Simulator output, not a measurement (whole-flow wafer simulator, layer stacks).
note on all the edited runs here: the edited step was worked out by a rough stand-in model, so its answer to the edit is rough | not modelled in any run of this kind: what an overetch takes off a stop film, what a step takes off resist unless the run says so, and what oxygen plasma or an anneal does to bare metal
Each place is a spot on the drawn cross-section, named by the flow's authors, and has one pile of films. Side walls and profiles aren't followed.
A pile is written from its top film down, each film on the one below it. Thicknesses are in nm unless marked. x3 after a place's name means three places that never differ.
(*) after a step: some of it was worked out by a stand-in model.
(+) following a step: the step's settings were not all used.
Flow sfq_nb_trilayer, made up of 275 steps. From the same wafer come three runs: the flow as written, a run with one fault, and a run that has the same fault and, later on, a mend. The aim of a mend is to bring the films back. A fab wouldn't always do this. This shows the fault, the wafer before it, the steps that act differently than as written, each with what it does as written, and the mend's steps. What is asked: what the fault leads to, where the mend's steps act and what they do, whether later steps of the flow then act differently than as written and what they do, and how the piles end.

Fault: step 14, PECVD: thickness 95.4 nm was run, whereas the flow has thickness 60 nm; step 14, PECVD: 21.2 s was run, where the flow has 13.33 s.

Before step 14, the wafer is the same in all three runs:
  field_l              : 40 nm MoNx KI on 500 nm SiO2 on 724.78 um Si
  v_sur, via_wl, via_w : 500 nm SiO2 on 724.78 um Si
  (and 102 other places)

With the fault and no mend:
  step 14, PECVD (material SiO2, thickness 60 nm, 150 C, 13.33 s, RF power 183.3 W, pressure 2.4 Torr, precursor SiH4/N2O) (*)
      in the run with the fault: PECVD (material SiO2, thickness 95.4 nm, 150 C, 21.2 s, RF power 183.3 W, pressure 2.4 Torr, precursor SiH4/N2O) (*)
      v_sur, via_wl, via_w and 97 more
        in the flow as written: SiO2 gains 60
        in the run with the fault: SiO2 gains 95.4
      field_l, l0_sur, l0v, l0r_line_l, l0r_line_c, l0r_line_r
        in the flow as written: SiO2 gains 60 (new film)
        in the run with the fault: SiO2 gains 95.4 (new film)
  Later steps of the flow acting differently than as written (8 other steps are not shown; they differ only slightly, by no more than 2% or 0.5 nm, whichever is larger):
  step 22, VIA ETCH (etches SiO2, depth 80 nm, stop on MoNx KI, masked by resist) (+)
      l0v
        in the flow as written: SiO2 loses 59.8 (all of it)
        in the run with the fault: SiO2 loses 80
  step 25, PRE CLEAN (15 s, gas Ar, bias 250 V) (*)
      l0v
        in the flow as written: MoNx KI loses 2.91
        in the run with the fault: SiO2 loses 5
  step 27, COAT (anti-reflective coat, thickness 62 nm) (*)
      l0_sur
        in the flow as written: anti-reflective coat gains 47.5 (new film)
        in the run with the fault: anti-reflective coat gains 45.9 (new film)
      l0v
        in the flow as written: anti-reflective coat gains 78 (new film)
        in the run with the fault: anti-reflective coat gains 83.5 (new film)
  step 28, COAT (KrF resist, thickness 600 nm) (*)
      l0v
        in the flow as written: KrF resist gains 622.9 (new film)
        in the run with the fault: KrF resist gains 637.9 (new film)
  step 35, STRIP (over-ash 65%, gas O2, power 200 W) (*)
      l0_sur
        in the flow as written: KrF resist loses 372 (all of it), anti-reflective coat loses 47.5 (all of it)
        in the run with the fault: KrF resist loses 369.6 (all of it), anti-reflective coat loses 45.9 (all of it)
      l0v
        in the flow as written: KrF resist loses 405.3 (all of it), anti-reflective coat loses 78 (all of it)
        in the run with the fault: KrF resist loses 420.2 (all of it), anti-reflective coat loses 83.5 (all of it)
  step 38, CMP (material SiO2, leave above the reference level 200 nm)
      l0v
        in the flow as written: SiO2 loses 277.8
        in the run with the fault: SiO2 loses 251.6
  At field_l, v_sur, via_wl and 100 more, the piles at the end differ from the flow's by more than 2% or 0.5 nm, whichever is larger.
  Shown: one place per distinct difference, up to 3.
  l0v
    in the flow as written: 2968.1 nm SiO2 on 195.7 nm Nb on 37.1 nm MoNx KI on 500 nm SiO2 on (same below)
    in the run with the fault: 2994.3 nm SiO2 on 191.8 nm Nb on 10.2 nm SiO2 on 40 nm MoNx KI on 500 nm SiO2 on (same below)
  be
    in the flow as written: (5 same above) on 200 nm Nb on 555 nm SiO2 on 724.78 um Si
    in the run with the fault: (5 same above) on 200 nm Nb on 590.4 nm SiO2 on 724.78 um Si
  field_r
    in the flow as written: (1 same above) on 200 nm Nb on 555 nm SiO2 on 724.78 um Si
    in the run with the fault: (1 same above) on 200 nm Nb on 590.4 nm SiO2 on 724.78 um Si

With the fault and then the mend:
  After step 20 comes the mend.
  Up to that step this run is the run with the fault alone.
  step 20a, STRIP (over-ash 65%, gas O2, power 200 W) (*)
      p4_fl x3, p4_w1 x9, p4_g1 x2 and 59 more
        KrF resist loses 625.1 (all of it), anti-reflective coat loses 62 (all of it)
      ce_l, c5j, ce_r, sp_r, be_r, r_sur
        KrF resist loses 632 (all of it), anti-reflective coat loses 63.7 (all of it)
      gap, jj_sur, res
        KrF resist loses 632.1 (all of it), anti-reflective coat loses 63.7 (all of it)
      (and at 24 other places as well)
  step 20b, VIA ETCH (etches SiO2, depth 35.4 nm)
      field_l, v_sur, via_wl and 103 more
        SiO2 loses 35.4
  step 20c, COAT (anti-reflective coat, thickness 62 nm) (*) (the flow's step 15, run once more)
      p4_fl x3, p4_w1 x9, p4_g1 x2 and 59 more
        anti-reflective coat gains 62 (new film)
      be_sur, gap, jj_sur and 8 more
        anti-reflective coat gains 63.7 (new film)
      wire, be, moat, field_r
        anti-reflective coat gains 63.8 (new film)
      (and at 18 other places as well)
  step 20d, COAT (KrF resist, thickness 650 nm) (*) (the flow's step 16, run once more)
      p4_fl x3, p4_w1 x9, p4_g1 x2 and 59 more
        KrF resist gains 650 (new film)
      ce_l, c5j, ce_r, sp_r, be_r
        KrF resist gains 656.9 (new film)
      gap, jj_sur, r_sur, res
        KrF resist gains 657 (new film)
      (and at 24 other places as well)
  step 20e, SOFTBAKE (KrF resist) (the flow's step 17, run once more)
      leaves every film unchanged at each place that is followed
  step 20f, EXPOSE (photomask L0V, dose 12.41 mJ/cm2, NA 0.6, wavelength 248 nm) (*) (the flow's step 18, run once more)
      leaves every film unchanged at each place that is followed
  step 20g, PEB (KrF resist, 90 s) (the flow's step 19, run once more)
      p4_fl x3, p4_w1 x9, p4_g1 x2 and 59 more
        KrF resist loses 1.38
      via_v, wire, be and 15 more
        KrF resist loses 1.39
      v_sur, via_w, via_wr, via_sp, lsp_m, ln_m6, lsp_r
        KrF resist loses 1.4
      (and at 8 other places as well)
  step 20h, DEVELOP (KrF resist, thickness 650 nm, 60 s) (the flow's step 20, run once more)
      field_l, v_sur, via_wl and 102 more
        KrF resist loses 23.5
      l0v
        KrF resist loses 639 (all of it)
  None of the later steps of the flow differs from how it acts as written, at any place that is followed, by more than 2% or 0.5 nm, whichever is larger.
  At every place that both follow, the piles at the end match the flow's.
